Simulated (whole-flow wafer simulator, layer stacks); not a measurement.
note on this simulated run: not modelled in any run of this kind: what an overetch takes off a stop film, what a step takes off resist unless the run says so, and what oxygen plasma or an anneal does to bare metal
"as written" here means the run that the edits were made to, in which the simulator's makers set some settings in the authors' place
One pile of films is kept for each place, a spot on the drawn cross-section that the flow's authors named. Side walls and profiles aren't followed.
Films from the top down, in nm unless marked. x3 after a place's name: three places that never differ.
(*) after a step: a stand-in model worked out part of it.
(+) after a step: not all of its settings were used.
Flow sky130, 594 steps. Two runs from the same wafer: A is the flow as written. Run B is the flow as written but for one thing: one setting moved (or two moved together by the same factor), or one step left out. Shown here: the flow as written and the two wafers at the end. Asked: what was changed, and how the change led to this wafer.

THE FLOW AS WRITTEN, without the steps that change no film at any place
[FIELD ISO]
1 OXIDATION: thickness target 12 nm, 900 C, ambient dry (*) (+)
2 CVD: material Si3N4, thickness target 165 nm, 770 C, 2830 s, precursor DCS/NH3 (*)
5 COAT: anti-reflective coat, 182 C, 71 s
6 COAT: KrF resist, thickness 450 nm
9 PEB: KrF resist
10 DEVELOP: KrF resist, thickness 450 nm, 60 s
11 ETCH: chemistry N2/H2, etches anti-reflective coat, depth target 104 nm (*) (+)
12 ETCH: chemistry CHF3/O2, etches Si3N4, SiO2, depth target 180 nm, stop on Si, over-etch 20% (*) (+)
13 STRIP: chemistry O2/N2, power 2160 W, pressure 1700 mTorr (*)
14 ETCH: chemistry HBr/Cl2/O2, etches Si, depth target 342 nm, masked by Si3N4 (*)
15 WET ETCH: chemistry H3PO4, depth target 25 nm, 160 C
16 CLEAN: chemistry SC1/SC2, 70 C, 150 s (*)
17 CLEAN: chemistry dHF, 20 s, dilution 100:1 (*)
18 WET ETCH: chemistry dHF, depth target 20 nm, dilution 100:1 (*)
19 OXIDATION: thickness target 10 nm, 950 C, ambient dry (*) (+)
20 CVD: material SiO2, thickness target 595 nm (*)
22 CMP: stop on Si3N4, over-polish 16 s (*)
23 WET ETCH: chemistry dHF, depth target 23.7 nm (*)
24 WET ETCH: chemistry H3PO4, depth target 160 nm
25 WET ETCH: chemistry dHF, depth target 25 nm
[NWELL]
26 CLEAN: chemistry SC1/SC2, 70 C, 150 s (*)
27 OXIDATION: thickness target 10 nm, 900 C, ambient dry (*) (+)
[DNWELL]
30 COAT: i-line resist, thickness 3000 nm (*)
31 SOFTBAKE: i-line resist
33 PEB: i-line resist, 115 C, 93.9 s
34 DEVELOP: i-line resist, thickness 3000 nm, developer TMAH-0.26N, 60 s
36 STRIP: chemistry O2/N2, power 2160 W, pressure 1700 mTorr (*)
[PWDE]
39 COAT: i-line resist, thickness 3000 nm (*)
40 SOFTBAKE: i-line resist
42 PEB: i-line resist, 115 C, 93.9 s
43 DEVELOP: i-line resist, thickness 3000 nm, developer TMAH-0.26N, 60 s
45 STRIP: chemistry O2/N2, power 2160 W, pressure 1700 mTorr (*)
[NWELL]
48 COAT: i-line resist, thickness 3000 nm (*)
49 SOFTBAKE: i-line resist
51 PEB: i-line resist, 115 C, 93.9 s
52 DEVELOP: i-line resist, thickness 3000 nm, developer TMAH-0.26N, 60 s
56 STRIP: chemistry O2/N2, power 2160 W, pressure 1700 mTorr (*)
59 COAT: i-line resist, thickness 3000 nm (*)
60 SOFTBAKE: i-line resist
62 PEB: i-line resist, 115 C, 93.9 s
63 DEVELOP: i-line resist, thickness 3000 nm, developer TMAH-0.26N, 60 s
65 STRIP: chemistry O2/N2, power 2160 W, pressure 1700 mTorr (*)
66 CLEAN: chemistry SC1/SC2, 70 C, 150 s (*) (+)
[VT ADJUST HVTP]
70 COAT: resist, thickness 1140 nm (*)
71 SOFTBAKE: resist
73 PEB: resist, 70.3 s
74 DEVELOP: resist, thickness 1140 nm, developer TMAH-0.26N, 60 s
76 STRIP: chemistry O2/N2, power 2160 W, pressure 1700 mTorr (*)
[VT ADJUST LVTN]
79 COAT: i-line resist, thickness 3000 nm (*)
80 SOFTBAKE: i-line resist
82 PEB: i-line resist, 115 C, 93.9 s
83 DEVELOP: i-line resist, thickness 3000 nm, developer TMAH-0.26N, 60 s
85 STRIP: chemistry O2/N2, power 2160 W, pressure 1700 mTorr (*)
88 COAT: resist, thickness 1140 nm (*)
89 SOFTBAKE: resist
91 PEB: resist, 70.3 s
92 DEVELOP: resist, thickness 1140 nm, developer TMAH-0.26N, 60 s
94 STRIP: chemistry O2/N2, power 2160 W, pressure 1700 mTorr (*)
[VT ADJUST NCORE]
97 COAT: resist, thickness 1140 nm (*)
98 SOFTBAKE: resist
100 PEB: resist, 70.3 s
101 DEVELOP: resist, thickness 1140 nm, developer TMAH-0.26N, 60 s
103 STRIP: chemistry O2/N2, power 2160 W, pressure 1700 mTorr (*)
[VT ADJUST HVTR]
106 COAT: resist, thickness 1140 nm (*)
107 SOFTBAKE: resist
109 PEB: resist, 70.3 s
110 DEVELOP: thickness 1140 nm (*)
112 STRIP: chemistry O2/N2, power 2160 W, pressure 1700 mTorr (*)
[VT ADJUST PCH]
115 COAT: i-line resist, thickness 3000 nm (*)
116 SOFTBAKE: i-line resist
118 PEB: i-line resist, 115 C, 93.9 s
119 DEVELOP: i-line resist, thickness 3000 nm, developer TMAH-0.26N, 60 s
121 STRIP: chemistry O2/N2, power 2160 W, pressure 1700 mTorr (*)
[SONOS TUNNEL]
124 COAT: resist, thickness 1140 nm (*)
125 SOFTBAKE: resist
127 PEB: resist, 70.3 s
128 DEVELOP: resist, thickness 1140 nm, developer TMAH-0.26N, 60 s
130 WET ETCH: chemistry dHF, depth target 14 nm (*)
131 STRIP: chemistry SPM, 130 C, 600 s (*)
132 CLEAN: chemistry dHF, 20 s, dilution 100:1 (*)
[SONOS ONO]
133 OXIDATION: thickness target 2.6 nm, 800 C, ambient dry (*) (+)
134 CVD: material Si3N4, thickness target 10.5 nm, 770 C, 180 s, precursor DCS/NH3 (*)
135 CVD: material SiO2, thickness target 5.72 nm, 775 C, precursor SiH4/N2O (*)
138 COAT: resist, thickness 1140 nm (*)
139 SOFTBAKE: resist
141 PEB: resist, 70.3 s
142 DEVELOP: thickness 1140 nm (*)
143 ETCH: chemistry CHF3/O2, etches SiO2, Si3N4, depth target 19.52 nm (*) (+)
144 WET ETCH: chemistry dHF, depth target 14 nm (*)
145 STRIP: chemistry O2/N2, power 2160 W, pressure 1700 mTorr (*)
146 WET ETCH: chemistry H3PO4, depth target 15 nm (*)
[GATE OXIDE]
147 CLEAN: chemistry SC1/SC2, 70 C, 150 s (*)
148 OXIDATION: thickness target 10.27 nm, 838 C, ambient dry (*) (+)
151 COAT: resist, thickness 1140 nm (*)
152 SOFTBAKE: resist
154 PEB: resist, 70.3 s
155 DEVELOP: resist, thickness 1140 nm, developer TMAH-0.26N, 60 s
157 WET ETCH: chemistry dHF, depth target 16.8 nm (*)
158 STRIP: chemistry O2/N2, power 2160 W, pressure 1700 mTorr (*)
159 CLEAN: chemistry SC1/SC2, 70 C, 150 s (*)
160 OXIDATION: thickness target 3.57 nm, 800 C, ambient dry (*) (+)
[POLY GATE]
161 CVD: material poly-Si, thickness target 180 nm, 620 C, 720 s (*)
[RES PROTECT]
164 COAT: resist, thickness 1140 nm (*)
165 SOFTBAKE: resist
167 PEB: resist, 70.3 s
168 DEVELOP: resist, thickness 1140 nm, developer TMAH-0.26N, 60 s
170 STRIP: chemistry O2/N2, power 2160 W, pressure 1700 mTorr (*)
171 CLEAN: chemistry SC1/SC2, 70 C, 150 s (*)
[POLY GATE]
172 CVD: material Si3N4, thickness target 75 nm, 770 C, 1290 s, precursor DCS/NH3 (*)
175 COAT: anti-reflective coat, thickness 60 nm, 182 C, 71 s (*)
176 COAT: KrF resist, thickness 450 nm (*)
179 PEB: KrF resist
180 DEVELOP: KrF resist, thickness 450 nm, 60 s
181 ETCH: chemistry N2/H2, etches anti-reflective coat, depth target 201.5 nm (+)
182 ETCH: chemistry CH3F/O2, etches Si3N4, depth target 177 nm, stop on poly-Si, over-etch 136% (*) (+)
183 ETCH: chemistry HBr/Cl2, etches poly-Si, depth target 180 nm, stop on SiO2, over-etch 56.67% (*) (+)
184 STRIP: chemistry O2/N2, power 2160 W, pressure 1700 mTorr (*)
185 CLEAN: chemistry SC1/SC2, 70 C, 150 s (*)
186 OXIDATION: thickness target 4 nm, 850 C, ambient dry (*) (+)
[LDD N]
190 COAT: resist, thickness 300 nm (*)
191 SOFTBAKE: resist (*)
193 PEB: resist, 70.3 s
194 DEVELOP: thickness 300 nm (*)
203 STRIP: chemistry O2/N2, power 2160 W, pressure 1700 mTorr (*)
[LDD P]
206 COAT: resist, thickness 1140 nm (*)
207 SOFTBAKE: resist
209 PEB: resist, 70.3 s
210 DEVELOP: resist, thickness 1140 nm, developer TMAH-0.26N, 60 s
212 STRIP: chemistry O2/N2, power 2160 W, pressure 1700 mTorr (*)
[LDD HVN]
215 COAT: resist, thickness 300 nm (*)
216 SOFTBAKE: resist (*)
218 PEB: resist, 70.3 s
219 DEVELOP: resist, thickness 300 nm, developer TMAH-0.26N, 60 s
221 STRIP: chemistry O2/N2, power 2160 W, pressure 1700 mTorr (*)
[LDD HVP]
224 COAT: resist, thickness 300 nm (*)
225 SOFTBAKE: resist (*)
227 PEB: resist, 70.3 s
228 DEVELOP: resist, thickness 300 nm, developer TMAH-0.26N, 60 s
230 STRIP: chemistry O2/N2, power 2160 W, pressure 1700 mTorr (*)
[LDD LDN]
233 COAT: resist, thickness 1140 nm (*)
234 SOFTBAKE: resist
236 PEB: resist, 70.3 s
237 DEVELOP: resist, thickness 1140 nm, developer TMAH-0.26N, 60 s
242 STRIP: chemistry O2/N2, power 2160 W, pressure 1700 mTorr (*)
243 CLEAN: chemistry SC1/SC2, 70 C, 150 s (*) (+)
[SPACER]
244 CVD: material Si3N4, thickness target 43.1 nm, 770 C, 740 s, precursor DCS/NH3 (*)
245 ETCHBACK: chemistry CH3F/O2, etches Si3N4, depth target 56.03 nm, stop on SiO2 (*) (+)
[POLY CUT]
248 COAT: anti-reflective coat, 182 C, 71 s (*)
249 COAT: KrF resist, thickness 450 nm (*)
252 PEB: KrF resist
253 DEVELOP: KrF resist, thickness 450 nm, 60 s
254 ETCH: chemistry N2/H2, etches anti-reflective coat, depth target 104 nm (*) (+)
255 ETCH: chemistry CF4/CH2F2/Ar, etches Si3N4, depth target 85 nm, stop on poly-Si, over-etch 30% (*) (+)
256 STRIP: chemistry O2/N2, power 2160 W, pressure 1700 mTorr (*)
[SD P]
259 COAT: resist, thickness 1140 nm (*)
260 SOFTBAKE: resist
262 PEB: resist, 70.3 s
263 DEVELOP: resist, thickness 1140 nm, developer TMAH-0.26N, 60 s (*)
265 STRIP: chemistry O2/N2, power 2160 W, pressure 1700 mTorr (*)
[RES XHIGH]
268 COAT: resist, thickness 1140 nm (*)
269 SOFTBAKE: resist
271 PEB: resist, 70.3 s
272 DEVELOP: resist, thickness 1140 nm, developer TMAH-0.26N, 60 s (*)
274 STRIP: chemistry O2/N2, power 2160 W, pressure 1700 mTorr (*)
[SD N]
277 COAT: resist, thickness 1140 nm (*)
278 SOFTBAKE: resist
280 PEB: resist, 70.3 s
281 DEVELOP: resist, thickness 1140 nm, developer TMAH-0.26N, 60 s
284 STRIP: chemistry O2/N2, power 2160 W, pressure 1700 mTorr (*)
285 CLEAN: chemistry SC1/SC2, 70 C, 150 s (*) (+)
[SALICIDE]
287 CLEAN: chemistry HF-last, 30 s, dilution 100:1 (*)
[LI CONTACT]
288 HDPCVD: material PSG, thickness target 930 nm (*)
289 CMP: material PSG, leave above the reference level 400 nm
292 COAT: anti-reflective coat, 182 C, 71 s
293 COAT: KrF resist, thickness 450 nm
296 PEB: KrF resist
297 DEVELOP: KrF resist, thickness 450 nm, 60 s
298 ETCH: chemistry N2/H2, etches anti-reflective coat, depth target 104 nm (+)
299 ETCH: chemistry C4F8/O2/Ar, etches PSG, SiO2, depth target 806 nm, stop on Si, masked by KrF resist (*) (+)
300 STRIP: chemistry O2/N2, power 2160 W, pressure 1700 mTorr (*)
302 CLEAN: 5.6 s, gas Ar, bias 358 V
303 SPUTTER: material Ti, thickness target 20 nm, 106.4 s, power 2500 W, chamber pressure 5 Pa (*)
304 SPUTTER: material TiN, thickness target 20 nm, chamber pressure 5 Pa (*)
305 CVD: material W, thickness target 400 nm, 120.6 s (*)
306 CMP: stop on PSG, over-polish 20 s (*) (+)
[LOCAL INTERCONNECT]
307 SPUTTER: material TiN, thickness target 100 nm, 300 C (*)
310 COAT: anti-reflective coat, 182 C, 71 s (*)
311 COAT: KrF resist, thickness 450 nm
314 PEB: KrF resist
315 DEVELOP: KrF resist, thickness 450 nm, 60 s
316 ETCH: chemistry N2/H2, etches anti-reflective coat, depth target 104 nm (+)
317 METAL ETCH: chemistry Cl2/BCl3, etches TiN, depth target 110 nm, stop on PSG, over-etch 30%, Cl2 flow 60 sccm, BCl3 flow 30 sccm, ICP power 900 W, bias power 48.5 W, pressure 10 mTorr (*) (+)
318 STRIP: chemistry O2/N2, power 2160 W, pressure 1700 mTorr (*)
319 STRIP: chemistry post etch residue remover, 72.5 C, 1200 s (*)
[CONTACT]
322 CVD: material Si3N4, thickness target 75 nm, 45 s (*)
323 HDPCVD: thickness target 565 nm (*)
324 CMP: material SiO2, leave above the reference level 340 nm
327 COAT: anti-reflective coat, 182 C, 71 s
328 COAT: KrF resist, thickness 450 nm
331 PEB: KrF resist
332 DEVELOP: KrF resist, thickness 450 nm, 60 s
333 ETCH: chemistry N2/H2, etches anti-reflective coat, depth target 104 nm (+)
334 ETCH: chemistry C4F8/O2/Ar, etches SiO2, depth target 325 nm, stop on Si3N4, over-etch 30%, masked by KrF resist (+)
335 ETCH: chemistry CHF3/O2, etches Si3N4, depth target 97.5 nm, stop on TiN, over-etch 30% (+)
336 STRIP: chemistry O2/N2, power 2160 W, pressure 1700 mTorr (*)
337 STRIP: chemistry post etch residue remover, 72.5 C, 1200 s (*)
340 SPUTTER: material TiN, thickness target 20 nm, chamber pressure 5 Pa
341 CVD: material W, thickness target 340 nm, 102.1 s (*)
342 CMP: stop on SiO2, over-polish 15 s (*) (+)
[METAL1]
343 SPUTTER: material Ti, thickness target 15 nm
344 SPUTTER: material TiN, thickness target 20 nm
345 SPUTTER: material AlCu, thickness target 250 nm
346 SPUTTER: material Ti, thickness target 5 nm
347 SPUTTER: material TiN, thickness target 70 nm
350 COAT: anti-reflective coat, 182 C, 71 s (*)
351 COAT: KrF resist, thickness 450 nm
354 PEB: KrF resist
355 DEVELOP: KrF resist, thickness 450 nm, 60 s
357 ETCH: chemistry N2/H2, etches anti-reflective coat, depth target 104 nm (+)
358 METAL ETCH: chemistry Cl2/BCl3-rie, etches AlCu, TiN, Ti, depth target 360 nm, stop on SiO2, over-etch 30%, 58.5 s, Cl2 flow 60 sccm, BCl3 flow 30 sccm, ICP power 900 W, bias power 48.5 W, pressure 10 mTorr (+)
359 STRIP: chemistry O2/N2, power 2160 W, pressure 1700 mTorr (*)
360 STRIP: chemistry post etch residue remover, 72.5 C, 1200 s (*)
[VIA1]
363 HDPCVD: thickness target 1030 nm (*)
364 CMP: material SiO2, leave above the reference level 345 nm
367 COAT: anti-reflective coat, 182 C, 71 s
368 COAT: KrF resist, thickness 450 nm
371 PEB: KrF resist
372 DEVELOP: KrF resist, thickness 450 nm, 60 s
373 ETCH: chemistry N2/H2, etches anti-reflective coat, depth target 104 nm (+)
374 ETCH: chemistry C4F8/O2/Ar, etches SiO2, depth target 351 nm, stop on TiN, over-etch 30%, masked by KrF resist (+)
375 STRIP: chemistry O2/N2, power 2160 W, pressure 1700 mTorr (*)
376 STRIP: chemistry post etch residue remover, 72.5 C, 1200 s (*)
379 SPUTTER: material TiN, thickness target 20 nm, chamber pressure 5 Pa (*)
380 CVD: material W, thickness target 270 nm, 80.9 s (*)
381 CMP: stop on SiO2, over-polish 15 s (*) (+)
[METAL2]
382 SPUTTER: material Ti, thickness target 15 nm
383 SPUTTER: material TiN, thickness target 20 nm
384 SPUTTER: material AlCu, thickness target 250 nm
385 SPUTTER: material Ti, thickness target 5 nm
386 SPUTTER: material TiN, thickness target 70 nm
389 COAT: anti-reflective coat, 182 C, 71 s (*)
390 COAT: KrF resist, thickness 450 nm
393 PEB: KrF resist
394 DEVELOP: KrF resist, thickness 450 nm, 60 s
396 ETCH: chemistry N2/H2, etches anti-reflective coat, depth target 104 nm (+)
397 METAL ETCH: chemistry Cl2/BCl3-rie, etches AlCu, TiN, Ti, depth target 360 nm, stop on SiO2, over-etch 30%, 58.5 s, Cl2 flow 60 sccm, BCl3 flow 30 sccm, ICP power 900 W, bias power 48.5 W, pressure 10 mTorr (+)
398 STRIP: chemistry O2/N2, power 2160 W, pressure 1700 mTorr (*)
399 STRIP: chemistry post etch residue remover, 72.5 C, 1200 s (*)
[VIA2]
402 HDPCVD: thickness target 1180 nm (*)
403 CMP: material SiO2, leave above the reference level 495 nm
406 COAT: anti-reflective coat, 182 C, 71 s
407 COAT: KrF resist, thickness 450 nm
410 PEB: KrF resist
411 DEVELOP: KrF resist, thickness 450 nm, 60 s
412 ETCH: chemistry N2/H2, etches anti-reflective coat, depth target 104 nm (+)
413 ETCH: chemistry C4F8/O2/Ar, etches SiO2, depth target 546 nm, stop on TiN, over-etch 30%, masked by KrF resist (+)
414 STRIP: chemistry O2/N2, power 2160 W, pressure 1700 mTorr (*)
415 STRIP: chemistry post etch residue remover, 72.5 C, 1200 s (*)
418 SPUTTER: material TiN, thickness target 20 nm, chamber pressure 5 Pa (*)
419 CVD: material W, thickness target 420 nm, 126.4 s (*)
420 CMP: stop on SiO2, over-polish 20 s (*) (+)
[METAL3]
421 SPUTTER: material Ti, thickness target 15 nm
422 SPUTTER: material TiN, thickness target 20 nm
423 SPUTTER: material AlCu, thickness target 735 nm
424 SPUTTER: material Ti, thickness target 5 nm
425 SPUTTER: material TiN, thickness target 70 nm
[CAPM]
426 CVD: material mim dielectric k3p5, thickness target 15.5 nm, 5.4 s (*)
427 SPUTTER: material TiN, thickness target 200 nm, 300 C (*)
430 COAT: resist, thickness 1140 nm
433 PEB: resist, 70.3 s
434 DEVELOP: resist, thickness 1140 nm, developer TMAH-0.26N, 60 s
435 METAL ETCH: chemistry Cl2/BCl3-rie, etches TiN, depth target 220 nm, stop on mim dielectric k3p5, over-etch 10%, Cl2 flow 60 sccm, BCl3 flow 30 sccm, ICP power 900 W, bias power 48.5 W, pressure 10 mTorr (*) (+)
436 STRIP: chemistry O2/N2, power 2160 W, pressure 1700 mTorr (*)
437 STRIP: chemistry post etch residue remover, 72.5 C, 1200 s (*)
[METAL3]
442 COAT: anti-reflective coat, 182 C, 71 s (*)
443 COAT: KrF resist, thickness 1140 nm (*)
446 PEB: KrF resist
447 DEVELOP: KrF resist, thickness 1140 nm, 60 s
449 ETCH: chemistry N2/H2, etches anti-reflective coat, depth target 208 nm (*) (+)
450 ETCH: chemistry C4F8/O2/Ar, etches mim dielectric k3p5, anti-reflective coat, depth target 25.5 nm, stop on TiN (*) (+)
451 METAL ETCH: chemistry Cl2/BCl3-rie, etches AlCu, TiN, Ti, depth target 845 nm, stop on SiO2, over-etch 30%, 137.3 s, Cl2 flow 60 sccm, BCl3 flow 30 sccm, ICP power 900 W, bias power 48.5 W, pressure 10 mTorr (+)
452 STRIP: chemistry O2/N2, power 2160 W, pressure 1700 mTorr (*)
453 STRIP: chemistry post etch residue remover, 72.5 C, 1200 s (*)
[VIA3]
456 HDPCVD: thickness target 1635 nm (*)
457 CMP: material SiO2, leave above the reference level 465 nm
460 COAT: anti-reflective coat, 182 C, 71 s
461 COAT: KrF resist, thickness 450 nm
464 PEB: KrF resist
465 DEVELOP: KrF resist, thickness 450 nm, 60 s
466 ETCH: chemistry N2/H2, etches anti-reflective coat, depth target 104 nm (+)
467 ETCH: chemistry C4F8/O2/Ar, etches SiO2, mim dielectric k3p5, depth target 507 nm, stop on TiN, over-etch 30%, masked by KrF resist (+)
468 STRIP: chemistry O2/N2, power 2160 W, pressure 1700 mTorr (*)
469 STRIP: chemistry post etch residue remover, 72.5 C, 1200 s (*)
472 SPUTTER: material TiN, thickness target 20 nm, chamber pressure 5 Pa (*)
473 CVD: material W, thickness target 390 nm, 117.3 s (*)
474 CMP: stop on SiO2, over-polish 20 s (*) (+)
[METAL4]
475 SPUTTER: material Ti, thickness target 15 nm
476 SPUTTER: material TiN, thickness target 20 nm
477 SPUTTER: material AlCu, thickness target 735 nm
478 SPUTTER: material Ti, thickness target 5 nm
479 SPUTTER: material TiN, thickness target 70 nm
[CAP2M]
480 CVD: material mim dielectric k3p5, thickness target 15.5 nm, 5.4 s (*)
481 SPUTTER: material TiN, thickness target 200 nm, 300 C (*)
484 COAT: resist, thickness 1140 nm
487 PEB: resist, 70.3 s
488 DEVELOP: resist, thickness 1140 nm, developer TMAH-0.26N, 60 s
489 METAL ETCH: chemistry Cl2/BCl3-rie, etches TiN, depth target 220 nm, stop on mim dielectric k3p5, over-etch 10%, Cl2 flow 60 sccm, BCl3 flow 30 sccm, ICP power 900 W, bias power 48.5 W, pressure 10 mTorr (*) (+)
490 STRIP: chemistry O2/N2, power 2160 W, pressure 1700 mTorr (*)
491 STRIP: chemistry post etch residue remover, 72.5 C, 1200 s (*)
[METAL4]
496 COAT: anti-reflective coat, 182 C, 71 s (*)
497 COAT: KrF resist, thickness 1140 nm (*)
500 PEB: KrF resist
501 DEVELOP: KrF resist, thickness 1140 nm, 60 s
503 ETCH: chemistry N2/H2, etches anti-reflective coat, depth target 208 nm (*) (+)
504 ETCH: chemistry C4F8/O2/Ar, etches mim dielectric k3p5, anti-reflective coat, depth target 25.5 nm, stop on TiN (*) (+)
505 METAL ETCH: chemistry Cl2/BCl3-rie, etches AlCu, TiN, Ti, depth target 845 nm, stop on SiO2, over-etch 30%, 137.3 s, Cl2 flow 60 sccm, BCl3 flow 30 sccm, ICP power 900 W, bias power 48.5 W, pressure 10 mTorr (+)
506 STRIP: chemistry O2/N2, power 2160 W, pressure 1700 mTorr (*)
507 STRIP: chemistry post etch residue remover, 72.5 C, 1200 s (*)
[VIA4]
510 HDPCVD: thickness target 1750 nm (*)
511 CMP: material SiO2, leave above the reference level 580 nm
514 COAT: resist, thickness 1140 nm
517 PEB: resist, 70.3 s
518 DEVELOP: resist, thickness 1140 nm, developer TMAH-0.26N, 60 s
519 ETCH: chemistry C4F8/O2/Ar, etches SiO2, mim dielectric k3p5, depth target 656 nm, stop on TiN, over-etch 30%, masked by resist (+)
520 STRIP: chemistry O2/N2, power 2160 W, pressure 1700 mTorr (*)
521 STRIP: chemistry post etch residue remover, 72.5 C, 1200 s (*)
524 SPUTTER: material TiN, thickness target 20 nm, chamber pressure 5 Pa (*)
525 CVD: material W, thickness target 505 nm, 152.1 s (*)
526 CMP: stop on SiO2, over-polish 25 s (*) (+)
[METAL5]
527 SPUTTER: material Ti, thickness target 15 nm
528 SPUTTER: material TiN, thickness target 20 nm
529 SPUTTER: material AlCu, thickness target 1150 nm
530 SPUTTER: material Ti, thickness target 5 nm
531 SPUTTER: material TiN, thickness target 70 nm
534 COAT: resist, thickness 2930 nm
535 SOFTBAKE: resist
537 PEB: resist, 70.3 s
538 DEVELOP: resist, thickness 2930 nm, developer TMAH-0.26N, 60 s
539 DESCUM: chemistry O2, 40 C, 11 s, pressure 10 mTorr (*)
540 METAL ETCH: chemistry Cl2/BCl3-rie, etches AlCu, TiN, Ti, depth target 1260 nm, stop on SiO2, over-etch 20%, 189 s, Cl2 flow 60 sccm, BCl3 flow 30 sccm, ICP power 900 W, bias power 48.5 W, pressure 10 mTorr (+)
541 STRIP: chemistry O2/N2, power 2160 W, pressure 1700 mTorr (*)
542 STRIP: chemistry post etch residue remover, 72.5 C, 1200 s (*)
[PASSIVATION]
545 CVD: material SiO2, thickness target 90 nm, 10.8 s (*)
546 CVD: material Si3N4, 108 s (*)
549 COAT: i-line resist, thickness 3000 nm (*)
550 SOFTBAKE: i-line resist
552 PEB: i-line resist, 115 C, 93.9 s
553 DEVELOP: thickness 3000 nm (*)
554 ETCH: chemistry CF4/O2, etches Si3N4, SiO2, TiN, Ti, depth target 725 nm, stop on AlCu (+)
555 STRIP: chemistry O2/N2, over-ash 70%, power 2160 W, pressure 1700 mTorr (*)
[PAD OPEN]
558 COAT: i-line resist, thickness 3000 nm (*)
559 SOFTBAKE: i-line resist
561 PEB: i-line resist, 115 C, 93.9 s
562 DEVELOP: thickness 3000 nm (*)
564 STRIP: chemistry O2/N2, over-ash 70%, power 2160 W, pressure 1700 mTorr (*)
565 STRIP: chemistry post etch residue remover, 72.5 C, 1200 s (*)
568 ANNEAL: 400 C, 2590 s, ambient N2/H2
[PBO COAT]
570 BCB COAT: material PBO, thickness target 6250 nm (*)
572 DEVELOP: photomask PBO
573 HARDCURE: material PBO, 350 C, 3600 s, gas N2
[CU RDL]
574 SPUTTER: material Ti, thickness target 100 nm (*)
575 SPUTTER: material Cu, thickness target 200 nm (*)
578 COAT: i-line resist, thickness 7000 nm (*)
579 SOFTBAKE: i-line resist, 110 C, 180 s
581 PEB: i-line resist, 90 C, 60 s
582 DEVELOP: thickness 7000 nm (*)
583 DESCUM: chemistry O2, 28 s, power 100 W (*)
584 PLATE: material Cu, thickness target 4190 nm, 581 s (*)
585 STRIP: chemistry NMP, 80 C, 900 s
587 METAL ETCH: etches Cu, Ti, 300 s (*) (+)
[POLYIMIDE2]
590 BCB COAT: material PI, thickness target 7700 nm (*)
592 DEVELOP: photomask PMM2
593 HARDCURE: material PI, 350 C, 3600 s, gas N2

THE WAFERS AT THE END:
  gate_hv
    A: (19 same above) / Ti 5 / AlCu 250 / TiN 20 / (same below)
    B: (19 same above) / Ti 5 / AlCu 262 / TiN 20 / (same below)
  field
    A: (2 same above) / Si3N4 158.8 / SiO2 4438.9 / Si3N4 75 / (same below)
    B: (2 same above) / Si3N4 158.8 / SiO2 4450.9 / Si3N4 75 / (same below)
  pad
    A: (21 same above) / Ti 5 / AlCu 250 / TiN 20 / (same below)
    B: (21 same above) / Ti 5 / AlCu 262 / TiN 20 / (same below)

The cause: step 384, SPUTTER: thickness target 262 nm was run, where the flow has thickness target 250 nm.
It can be read off the wafer: gate_hv has AlCu 262, and step 384 as written asks for 250 nm.

How the change led to this, step by step:
  384 SPUTTER: material AlCu, thickness target 250 nm
      field, active, n_well and 188 more: A AlCu +250 (new film) | B AlCu +262 (new film)
  397 METAL ETCH: chemistry Cl2/BCl3-rie, etches AlCu, TiN, Ti, depth target 360 nm, stop on SiO2, over-etch 30%, 58.5 s, Cl2 flow 60 sccm, BCl3 flow 30 sccm, ICP power 900 W, bias power 48.5 W, pressure 10 mTorr (+)
      field, active, gate and 82 more: A TiN -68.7 (all of it), Ti -5 (all of it), AlCu -250 (all of it), TiN -20 (all of it), Ti -15 (all of it), SiO2 -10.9 | B TiN -68.7 (all of it), Ti -5 (all of it), AlCu -262 (all of it), TiN -20 (all of it), Ti -15 (all of it), SiO2 -9.73
  403 CMP: material SiO2, leave above the reference level 495 nm
      field, active, gate and 82 more: A SiO2 -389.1 | B SiO2 -378.3
